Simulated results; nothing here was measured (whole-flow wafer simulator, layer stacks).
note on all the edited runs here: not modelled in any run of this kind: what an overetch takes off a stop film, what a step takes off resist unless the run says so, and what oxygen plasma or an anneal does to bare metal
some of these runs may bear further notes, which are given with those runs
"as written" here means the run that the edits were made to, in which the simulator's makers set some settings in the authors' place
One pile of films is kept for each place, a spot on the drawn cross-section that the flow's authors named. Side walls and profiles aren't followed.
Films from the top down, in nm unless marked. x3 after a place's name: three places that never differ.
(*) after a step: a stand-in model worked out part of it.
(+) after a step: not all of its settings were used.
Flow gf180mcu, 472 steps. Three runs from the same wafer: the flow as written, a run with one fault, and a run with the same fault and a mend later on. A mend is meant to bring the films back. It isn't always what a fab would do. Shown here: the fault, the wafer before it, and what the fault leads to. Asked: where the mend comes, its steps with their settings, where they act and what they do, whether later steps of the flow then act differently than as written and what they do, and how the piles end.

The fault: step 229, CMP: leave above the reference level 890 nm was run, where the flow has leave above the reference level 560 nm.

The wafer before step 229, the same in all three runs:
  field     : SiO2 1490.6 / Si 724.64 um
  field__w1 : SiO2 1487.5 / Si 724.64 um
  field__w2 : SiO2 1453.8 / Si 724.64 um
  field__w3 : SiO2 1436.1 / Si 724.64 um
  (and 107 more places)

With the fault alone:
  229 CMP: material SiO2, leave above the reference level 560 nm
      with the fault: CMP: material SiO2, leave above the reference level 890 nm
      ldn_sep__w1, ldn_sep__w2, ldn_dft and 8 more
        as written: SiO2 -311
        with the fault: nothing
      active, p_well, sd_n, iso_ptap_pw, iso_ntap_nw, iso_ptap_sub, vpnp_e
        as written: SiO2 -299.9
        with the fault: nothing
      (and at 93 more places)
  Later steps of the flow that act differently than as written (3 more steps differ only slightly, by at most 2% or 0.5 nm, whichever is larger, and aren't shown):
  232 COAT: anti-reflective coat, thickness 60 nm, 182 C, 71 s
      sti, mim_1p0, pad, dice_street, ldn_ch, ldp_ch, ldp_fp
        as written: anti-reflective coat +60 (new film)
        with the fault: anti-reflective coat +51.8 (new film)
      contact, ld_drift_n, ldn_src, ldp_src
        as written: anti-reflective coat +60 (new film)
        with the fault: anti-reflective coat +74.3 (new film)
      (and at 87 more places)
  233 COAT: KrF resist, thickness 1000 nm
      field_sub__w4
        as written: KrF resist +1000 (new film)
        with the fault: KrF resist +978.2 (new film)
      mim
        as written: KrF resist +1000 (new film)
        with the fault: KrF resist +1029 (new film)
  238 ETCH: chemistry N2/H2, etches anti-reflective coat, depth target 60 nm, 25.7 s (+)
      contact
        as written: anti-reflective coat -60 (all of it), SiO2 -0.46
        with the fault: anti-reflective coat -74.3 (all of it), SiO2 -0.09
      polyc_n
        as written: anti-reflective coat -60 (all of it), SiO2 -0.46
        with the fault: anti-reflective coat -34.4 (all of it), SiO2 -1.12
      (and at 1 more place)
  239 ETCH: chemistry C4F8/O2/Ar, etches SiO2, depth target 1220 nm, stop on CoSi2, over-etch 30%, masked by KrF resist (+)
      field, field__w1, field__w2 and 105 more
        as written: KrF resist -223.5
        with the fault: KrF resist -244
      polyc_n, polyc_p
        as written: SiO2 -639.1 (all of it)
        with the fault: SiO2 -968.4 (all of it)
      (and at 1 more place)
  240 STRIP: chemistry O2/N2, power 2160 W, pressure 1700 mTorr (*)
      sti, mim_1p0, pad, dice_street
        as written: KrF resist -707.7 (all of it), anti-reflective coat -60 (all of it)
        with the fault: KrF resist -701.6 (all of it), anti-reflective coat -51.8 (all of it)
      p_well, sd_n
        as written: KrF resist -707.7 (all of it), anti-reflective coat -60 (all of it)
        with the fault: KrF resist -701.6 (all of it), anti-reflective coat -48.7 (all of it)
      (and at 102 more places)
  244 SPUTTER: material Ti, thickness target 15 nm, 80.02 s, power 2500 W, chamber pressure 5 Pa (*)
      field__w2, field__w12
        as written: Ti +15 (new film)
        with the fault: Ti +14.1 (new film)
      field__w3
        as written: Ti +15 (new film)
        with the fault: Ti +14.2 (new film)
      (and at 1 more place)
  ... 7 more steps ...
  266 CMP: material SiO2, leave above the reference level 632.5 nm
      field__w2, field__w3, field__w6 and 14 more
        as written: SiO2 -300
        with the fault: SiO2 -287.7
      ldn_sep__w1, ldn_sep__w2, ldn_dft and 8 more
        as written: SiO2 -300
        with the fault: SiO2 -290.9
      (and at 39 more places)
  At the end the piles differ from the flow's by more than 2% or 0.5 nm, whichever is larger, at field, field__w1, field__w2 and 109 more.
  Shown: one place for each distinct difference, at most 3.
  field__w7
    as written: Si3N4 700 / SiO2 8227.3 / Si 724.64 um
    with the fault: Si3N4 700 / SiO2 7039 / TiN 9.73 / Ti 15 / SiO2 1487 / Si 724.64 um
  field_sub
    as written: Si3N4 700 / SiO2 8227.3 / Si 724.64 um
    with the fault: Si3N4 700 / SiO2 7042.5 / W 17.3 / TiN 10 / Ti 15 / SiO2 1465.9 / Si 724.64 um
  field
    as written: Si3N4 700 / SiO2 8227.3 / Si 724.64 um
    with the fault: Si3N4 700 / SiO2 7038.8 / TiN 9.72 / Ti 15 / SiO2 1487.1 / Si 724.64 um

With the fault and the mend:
  The mend comes after step 229.
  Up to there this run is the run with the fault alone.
  229a CMP: material SiO2, leave above the reference level 560 nm (the flow's step 229 once more)
      field__w5, field__w9, n_well and 35 more
        SiO2 -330
      ldn_sep__w1, ldn_sep__w2, ldn_dft and 8 more
        SiO2 -311
      active, p_well, sd_n, iso_ptap_pw, iso_ntap_nw, iso_ptap_sub, vpnp_e
        SiO2 -299.9
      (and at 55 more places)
  No later step of the flow acts differently than as written at any place that is followed.
  At the end the piles are the same as the flow's at every place that both follow.
